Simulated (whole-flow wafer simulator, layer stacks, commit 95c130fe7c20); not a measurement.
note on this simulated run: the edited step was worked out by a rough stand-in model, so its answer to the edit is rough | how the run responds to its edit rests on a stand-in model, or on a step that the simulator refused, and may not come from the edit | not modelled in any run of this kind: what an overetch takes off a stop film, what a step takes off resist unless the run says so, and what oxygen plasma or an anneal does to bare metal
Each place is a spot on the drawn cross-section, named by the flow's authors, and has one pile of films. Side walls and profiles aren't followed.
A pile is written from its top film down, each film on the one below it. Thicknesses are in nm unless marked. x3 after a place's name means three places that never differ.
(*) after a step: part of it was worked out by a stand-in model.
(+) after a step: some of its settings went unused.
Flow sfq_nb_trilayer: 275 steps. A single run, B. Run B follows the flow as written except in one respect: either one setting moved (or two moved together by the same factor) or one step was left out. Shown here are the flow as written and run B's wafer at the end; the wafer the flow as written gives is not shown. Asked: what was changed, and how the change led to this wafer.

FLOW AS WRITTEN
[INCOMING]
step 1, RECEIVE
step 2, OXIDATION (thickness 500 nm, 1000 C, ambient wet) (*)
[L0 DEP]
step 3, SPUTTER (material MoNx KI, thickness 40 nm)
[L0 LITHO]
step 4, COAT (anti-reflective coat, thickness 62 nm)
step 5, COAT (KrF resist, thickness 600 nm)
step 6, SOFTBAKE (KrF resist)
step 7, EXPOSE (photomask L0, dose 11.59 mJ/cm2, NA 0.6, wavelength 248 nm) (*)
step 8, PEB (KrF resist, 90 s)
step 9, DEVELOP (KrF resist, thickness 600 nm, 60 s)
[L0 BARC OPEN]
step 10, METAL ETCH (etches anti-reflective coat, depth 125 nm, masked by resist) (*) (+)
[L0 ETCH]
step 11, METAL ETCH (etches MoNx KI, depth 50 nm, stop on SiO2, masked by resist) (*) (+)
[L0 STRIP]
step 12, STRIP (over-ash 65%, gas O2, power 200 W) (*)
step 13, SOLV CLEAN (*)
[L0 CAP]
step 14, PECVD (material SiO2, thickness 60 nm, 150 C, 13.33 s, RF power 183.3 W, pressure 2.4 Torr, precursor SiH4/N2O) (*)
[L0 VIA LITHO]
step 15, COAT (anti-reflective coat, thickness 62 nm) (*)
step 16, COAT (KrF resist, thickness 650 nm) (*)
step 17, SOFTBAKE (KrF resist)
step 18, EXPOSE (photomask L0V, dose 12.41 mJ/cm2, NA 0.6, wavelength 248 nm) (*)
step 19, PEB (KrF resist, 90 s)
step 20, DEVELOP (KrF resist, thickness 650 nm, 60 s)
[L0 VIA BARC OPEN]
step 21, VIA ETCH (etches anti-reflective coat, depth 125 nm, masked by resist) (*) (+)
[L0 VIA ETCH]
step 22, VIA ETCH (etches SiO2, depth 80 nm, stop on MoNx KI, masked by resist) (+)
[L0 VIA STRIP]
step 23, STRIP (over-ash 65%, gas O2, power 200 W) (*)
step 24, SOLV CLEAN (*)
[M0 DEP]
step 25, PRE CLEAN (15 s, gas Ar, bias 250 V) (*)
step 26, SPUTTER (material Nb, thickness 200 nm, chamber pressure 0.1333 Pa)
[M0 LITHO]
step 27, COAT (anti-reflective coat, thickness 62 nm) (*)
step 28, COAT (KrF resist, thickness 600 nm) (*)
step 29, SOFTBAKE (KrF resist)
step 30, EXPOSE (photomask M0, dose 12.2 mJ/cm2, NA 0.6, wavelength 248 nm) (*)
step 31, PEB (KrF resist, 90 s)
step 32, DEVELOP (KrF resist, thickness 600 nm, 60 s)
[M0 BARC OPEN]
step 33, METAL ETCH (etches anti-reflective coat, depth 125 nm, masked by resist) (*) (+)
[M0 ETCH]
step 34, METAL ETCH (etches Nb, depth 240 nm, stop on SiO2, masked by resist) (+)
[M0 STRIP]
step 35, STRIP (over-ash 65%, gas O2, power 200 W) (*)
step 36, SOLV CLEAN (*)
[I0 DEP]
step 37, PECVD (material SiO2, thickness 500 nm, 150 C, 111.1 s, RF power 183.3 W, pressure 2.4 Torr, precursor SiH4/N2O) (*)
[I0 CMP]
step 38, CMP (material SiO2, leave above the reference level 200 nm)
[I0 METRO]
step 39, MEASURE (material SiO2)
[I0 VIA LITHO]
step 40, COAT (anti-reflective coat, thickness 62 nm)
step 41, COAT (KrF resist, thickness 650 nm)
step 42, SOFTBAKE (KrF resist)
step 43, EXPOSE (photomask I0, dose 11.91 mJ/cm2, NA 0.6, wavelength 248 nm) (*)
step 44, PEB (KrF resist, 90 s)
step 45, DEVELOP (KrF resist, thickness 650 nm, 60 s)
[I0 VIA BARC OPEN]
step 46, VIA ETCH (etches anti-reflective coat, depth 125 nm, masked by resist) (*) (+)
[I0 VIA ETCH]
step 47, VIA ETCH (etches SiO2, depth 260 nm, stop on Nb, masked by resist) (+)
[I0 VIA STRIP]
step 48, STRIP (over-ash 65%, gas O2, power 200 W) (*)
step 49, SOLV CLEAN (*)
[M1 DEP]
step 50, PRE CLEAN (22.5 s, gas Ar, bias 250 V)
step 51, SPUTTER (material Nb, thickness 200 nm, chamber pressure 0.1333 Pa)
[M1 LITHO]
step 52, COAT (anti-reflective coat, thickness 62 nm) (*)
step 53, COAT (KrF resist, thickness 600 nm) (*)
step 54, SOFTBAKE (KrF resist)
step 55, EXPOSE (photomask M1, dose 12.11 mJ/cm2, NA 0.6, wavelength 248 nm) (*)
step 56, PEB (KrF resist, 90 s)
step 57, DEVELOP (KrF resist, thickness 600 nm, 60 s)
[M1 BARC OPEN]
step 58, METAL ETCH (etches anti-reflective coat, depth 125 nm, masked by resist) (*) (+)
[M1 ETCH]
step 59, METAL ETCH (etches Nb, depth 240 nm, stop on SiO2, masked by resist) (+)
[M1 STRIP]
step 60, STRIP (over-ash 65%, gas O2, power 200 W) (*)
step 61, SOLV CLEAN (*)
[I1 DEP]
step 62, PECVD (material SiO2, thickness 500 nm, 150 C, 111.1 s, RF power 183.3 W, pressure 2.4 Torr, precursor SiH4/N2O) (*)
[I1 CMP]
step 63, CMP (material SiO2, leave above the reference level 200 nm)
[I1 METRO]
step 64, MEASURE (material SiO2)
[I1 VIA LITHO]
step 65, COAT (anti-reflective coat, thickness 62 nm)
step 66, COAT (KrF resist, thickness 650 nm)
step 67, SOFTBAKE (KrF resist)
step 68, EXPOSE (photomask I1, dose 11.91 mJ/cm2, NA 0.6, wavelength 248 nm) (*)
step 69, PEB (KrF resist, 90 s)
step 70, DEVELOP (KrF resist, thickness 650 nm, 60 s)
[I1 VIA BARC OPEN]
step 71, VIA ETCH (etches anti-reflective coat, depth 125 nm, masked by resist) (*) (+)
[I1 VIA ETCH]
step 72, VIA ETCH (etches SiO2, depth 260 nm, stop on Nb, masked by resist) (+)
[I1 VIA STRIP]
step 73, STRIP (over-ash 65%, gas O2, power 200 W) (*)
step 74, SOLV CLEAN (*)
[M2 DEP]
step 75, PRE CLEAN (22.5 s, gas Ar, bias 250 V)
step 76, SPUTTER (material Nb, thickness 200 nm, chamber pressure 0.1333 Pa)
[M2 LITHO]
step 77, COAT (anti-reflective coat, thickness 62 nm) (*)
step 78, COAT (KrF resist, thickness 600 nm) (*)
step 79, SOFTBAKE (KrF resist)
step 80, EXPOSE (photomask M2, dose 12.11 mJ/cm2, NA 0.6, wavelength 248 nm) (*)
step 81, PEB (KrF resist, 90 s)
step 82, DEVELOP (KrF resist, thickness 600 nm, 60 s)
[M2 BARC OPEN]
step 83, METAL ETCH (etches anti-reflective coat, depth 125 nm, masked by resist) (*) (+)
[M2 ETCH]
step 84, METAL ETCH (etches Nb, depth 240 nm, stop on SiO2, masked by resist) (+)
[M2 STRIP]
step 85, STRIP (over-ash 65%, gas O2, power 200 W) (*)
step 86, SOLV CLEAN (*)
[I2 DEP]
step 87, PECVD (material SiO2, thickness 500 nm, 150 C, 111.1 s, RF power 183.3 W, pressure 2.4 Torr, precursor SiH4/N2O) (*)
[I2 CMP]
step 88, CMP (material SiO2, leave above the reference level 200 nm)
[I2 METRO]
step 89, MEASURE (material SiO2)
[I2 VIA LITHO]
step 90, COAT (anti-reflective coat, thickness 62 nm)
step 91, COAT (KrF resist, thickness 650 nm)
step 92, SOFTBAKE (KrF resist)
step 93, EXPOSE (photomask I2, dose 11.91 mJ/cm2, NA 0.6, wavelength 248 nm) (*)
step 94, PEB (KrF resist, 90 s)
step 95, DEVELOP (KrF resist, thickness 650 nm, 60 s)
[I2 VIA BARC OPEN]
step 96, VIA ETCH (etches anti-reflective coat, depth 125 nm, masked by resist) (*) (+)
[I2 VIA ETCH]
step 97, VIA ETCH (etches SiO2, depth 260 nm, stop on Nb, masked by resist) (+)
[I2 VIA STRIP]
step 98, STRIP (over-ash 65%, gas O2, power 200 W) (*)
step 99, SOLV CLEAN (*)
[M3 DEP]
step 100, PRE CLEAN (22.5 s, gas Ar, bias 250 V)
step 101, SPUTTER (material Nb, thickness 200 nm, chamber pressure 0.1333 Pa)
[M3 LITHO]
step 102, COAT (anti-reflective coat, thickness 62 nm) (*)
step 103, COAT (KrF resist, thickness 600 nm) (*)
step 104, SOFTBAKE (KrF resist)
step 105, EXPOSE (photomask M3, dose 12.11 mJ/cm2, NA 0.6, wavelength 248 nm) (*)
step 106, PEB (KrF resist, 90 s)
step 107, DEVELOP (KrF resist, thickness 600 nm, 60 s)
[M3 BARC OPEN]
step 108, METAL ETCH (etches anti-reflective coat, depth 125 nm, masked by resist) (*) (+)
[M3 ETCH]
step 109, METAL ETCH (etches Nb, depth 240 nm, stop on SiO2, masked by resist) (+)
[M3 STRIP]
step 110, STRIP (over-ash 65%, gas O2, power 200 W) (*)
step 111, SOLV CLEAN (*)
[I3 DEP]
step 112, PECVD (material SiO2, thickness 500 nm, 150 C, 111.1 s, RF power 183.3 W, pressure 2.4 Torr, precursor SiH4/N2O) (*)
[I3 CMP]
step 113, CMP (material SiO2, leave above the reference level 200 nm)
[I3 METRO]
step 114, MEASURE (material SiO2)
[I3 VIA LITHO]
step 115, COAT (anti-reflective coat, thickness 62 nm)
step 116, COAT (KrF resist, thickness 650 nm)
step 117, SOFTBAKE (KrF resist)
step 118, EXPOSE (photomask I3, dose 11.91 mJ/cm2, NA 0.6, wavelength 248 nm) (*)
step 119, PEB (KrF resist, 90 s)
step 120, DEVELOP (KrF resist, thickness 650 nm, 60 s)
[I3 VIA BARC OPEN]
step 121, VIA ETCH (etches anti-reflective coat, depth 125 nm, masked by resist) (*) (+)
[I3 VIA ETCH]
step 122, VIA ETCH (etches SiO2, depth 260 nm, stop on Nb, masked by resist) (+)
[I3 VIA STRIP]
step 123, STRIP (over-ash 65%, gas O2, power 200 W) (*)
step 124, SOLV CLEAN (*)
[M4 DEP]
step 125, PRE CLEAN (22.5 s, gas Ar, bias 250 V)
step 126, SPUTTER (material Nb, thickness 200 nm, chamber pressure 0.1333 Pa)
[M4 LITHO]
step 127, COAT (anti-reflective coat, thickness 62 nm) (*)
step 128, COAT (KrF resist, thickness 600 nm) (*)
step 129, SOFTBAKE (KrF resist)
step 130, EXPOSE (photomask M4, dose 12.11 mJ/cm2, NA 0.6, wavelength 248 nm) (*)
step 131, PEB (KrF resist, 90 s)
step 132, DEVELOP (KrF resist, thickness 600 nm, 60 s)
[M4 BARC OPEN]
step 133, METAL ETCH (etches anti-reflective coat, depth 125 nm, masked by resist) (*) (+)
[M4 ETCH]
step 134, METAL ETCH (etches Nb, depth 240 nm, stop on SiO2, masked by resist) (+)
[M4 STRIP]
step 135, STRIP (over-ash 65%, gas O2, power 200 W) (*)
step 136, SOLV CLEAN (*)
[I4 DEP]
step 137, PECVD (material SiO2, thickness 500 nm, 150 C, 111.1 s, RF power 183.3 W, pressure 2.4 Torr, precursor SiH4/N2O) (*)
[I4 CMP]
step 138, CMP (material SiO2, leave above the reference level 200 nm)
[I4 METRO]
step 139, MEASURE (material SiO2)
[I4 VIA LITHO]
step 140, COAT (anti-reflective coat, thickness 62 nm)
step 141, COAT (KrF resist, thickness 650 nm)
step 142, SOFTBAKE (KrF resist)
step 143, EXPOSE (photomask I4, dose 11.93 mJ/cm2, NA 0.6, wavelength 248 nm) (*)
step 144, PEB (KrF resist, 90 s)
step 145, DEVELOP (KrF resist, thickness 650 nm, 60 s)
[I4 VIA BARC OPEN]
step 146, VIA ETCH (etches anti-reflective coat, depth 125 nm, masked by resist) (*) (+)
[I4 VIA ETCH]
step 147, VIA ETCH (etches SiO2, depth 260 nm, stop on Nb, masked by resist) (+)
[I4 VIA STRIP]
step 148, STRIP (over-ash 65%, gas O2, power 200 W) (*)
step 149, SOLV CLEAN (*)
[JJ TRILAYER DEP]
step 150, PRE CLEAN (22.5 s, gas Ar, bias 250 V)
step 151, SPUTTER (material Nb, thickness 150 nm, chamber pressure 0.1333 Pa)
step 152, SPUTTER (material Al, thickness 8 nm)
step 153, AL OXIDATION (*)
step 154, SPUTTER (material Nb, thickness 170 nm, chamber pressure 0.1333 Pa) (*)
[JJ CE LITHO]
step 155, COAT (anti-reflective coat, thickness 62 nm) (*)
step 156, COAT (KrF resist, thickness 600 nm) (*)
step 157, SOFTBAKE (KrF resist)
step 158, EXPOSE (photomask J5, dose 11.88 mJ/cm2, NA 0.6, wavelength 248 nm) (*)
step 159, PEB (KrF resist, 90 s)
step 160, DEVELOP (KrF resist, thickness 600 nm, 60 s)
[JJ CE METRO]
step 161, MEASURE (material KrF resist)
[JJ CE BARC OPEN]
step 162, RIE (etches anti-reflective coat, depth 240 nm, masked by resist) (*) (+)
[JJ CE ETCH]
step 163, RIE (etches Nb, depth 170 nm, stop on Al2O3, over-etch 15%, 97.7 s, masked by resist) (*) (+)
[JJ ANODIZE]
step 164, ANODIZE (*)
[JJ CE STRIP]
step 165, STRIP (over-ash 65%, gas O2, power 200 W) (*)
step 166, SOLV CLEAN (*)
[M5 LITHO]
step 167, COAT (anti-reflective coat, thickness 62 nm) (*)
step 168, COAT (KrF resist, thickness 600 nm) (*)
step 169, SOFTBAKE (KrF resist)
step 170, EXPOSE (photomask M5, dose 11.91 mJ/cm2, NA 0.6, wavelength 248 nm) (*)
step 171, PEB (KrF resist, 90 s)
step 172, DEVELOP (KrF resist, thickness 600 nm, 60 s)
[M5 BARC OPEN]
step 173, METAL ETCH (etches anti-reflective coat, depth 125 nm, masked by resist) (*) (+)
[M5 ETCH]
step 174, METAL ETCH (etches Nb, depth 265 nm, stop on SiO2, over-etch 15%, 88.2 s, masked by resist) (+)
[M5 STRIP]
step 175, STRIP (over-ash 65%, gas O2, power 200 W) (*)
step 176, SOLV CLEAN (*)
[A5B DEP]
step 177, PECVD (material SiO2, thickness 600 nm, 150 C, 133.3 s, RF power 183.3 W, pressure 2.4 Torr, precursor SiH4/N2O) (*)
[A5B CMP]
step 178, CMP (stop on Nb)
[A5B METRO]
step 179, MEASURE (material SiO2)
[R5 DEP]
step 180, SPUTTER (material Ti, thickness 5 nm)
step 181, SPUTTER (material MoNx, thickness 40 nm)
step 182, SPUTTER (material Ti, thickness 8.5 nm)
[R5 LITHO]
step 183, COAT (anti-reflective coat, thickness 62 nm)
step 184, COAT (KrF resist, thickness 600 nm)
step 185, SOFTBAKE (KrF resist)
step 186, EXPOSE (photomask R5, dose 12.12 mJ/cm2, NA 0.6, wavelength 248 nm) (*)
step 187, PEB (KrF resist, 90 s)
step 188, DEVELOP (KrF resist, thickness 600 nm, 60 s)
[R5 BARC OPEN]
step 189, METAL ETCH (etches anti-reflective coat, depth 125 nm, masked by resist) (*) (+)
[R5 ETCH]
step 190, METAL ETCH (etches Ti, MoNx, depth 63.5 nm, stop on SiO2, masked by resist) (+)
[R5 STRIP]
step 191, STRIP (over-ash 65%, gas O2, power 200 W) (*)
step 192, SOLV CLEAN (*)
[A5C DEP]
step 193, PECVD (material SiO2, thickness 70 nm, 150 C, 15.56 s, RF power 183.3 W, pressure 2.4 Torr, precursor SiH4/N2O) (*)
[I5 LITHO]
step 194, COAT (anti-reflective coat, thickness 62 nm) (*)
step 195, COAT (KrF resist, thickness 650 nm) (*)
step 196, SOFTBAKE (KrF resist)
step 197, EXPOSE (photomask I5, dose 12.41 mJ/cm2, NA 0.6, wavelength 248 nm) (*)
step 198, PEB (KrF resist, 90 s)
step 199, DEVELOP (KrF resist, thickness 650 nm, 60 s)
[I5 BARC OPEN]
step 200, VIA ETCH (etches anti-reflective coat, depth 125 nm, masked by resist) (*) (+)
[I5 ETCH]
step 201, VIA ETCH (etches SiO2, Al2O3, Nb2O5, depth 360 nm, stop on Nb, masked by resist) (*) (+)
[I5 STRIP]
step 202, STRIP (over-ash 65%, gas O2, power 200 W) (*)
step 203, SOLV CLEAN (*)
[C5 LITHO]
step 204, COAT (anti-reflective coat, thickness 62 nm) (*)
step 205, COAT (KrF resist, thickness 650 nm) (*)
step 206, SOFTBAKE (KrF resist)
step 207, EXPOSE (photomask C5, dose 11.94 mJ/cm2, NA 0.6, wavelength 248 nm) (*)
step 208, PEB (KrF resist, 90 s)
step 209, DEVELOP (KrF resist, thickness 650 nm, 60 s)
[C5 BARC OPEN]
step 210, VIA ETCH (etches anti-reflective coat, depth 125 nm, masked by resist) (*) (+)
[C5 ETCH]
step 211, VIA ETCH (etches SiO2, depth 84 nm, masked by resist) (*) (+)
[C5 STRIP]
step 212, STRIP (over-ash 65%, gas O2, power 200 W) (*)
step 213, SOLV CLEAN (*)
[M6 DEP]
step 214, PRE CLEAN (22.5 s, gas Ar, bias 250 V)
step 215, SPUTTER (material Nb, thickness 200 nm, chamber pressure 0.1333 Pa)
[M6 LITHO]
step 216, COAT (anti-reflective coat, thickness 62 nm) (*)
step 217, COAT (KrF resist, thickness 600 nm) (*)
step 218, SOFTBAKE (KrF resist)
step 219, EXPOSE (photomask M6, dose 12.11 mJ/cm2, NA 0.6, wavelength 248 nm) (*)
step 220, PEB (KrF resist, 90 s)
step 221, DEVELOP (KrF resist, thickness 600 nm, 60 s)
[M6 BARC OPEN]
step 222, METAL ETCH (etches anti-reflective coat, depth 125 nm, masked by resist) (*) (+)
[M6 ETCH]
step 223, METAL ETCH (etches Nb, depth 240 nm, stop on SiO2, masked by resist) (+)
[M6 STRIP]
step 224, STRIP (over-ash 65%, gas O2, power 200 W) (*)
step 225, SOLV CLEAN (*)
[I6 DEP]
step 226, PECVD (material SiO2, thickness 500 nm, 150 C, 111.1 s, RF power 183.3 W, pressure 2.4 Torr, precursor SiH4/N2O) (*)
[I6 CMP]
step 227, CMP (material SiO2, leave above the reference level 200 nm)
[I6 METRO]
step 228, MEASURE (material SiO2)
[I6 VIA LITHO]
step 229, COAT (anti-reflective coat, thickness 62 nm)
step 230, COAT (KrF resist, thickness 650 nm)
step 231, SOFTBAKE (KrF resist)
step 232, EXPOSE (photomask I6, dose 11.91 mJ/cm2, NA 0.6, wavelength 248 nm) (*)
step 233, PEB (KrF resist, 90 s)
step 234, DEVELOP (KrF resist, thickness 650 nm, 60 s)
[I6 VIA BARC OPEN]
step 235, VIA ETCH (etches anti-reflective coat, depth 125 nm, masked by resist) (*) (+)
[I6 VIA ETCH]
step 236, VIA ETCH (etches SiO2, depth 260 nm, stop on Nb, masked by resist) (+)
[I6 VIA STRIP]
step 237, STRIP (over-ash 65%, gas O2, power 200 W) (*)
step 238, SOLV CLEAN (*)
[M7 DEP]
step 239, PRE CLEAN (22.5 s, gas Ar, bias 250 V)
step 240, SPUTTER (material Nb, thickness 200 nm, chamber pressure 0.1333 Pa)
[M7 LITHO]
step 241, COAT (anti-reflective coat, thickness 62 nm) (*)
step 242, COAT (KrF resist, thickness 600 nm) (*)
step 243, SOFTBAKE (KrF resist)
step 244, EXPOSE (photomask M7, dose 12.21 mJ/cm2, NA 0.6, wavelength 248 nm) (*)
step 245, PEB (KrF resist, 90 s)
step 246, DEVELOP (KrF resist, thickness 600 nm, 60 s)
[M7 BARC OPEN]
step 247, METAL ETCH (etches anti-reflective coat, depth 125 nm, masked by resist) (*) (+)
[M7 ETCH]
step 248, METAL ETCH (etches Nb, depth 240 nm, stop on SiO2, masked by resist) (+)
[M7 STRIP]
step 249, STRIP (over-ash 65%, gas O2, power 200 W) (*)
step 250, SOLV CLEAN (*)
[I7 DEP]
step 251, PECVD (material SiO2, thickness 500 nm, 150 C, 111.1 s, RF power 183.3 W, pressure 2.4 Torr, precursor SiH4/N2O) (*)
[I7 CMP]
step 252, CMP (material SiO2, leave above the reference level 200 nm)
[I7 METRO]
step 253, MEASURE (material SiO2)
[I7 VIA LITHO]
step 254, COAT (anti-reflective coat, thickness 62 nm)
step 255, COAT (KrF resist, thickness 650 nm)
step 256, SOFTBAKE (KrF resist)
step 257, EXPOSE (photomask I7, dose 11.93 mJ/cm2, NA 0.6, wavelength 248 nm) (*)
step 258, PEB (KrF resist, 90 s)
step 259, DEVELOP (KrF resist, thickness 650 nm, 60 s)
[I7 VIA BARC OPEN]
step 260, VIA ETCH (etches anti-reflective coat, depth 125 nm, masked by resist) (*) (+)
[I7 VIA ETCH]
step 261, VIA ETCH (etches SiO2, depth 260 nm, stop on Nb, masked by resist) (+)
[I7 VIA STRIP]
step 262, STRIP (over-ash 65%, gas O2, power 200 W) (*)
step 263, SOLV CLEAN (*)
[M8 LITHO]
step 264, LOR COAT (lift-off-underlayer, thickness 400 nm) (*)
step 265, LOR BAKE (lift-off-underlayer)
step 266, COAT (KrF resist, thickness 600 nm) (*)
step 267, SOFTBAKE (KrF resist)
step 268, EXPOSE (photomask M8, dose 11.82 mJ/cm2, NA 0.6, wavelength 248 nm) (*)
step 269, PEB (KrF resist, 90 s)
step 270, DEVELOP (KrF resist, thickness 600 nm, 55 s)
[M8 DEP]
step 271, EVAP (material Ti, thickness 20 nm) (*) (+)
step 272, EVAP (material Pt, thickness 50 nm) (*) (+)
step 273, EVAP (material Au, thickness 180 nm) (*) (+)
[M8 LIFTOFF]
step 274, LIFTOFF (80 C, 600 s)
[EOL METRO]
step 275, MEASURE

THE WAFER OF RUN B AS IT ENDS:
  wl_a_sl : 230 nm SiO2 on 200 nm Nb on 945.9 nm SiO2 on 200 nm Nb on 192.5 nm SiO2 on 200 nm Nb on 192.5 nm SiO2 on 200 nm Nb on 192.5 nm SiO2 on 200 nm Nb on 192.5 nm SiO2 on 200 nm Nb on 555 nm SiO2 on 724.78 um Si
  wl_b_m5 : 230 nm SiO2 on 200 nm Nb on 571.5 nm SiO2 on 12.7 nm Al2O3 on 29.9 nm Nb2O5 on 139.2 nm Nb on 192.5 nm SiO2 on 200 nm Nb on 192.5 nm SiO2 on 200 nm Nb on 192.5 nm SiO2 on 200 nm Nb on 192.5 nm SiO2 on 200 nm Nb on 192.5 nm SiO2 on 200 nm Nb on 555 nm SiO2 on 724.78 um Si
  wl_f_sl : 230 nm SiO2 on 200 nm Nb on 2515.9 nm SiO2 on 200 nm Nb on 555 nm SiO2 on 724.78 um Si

What caused this: step 226, PECVD: thickness 370 nm was run, whereas the flow has thickness 500 nm; step 226, PECVD: 82.22 s was run, where the flow has 111.1 s.

The path from the change to this, step by step:
  step 226, PECVD (material SiO2, thickness 500 nm, 150 C, 111.1 s, RF power 183.3 W, pressure 2.4 Torr, precursor SiH4/N2O) (*)
      field_l, p4_fl, p4_fm and 62 more: +370 SiO2 (in the flow as written it would be: +500 SiO2)
      v_sur, via_wl, via_w and 21 more: +370 SiO2 (new film) (in the flow as written it would be: +500 SiO2 (new film))
      (as well as at 17 more places)
  step 227, CMP (material SiO2, leave above the reference level 200 nm)
      field_l, p4_fl, p4_fm and 59 more: nothing (in the flow as written it would be: -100 SiO2)
      moat, field_r, lsp_l, ln_m5, lsp_m: nothing (in the flow as written it would be: -93.6 SiO2)
      (as well as at 39 more places)
  step 229, COAT (anti-reflective coat, thickness 62 nm)
      via_wl, via_wr, c5j, ce_r, res: +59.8 anti-reflective coat (new film) (in the flow as written it would be: +62 anti-reflective coat (new film))
      m0r_space_l, m0r_space_r, m7r_space_l, m7r_space_r: +66.2 anti-reflective coat (new film) (in the flow as written it would be: +62 anti-reflective coat (new film))
      (as well as at 53 more places)
  step 230, COAT (KrF resist, thickness 650 nm)
      ce_l, wl_f_m6: +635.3 KrF resist (new film) (in the flow as written it would be: +650 KrF resist (new film))
      via_v: +635.8 KrF resist (new film) (in the flow as written it would be: +650 KrF resist (new film))
      (as well as at 5 more places)
  step 234, DEVELOP (KrF resist, thickness 650 nm, 60 s)
      via_v: -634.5 KrF resist (all of it) (in the flow as written it would be: -648.6 KrF resist (all of it))
  step 235, VIA ETCH (etches anti-reflective coat, depth 125 nm, masked by resist) (*) (+)
      field_l, v_sur, via_wl and 102 more: -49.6 KrF resist (in the flow as written it would be: -51.7 KrF resist)
      via_v: -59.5 anti-reflective coat (all of it), -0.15 SiO2 (in the flow as written it would be: -62 anti-reflective coat (all of it), -0.16 SiO2)
  step 237, STRIP (over-ash 65%, gas O2, power 200 W) (*)
      m0r_space_l, m0r_space_r, m7r_space_l, m7r_space_r: -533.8 KrF resist (all of it), -66.2 anti-reflective coat (all of it) (in the flow as written it would be: -528.6 KrF resist (all of it), -62 anti-reflective coat (all of it))
      via_w, via_sp: -520.3 KrF resist (all of it), -59.7 anti-reflective coat (all of it) (in the flow as written it would be: -528.6 KrF resist (all of it), -62 anti-reflective coat (all of it))
      (as well as at 55 more places)
  step 240, SPUTTER (material Nb, thickness 200 nm, chamber pressure 0.1333 Pa)
      be: +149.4 Nb (new film) (in the flow as written it would be: +200 Nb (new film))
      gap: +194.4 Nb (new film) (in the flow as written it would be: +200 Nb (new film))
  step 241, COAT (anti-reflective coat, thickness 62 nm) (*)
      wl_a_sr, wl_c_sl, m0r_space_l, m7r_space_l: +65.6 anti-reflective coat (new film) (in the flow as written it would be: +62 anti-reflective coat (new film))
      be_r, r_sur, res: +59.5 anti-reflective coat (new film) (in the flow as written it would be: +61.7 anti-reflective coat (new film))
      (as well as at 53 more places)
  step 242, COAT (KrF resist, thickness 600 nm) (*)
      via_wl: +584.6 KrF resist (new film) (in the flow as written it would be: +596.9 KrF resist (new film))
      wire: +568.3 KrF resist (new film) (in the flow as written it would be: +591.7 KrF resist (new film))
      (as well as at 8 more places)
  step 246, DEVELOP (KrF resist, thickness 600 nm, 60 s)
      wl_c_m6: -584.8 KrF resist (all of it) (in the flow as written it would be: -598.7 KrF resist (all of it))
  step 247, METAL ETCH (etches anti-reflective coat, depth 125 nm, masked by resist) (*) (+)
      wl_c_sl, m0r_space_l, m7r_space_l: -65.6 anti-reflective coat (all of it) (in the flow as written it would be: -62 anti-reflective coat (all of it))
      m0r_space_r, m7r_space_r: -65.7 anti-reflective coat (all of it) (in the flow as written it would be: -62 anti-reflective coat (all of it))
      (as well as at 22 more places)
  step 249, STRIP (over-ash 65%, gas O2, power 200 W) (*)
      v_sur: -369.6 KrF resist (all of it), -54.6 anti-reflective coat (all of it) (in the flow as written it would be: -379.9 KrF resist (all of it), -61.4 anti-reflective coat (all of it))
      via_wl: -366.5 KrF resist (all of it), -59 anti-reflective coat (all of it) (in the flow as written it would be: -379.3 KrF resist (all of it), -61.3 anti-reflective coat (all of it))
      (as well as at 31 more places)
  step 251, PECVD (material SiO2, thickness 500 nm, 150 C, 111.1 s, RF power 183.3 W, pressure 2.4 Torr, precursor SiH4/N2O) (*)
      be: +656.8 SiO2 (new film) (in the flow as written it would be: +500 SiO2 (new film))
  step 252, CMP (material SiO2, leave above the reference level 200 nm)
      field_l, p4_fl, p4_fm and 48 more: -70 SiO2 (in the flow as written it would be: -100 SiO2)
      wl_a_sl, wl_a_sr, wl_b_sl and 9 more: -270 SiO2 (in the flow as written it would be: -300 SiO2)
      (as well as at 12 more places)
